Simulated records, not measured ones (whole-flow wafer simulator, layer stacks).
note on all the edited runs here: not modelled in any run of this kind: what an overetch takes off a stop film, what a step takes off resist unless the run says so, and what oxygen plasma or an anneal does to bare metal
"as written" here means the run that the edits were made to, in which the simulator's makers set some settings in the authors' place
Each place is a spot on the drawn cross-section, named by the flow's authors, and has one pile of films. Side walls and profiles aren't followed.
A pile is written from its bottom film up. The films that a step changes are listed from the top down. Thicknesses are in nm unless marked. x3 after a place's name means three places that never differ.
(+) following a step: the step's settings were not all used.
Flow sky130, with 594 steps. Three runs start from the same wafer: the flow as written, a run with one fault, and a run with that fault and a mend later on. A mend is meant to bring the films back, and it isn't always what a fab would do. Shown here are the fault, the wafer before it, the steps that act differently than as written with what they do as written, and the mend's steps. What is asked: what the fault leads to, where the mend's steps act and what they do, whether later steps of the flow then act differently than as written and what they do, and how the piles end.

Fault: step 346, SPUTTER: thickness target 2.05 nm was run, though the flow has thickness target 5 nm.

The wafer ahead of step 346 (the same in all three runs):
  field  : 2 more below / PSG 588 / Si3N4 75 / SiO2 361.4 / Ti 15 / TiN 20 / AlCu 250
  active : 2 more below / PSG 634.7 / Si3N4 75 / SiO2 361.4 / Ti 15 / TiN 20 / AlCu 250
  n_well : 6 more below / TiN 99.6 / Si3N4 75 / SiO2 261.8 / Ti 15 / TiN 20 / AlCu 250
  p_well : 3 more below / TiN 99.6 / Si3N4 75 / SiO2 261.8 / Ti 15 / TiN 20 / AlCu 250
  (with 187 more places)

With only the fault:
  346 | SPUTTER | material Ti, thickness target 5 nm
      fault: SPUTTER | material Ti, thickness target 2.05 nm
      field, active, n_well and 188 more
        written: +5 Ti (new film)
        fault: +2.05 Ti (new film)
  Steps later in the flow that act otherwise than as written (18 other steps are not shown; they differ only slightly, by no more than 2% or 0.5 nm, whichever is larger):
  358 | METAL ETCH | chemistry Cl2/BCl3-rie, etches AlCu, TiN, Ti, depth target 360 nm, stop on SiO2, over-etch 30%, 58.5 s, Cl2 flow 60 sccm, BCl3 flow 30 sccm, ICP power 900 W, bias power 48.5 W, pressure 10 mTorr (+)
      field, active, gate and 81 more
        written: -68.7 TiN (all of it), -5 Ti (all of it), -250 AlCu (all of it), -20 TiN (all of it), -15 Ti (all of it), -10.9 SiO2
        fault: -68.7 TiN (all of it), -2.05 Ti (all of it), -250 AlCu (all of it), -20 TiN (all of it), -15 Ti (all of it), -11.2 SiO2
  By the end, the piles at n_well, p_well, gate_hv and 104 more depart from the flow's by more than 2% or 0.5 nm, whichever is larger.
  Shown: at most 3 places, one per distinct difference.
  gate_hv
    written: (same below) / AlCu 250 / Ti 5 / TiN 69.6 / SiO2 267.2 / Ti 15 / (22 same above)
    fault: (same below) / AlCu 250 / Ti 2.05 / TiN 69.6 / SiO2 270.2 / Ti 15 / (22 same above)
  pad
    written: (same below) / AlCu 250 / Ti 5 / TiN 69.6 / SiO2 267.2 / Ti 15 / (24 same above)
    fault: (same below) / AlCu 250 / Ti 2.05 / TiN 69.6 / SiO2 270.2 / Ti 15 / (24 same above)
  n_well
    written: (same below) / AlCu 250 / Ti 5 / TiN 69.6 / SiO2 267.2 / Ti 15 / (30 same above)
    fault: (same below) / AlCu 250 / Ti 2.05 / TiN 69.6 / SiO2 270.2 / Ti 15 / (30 same above)

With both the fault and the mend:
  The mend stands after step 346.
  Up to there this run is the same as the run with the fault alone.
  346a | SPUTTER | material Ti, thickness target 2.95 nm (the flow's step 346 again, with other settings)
      field, active, n_well and 188 more
        +2.95 Ti
  Every later step of the flow that is run acts as written at every place that is followed.
  The piles end the same as the flow's at every place that both follow.
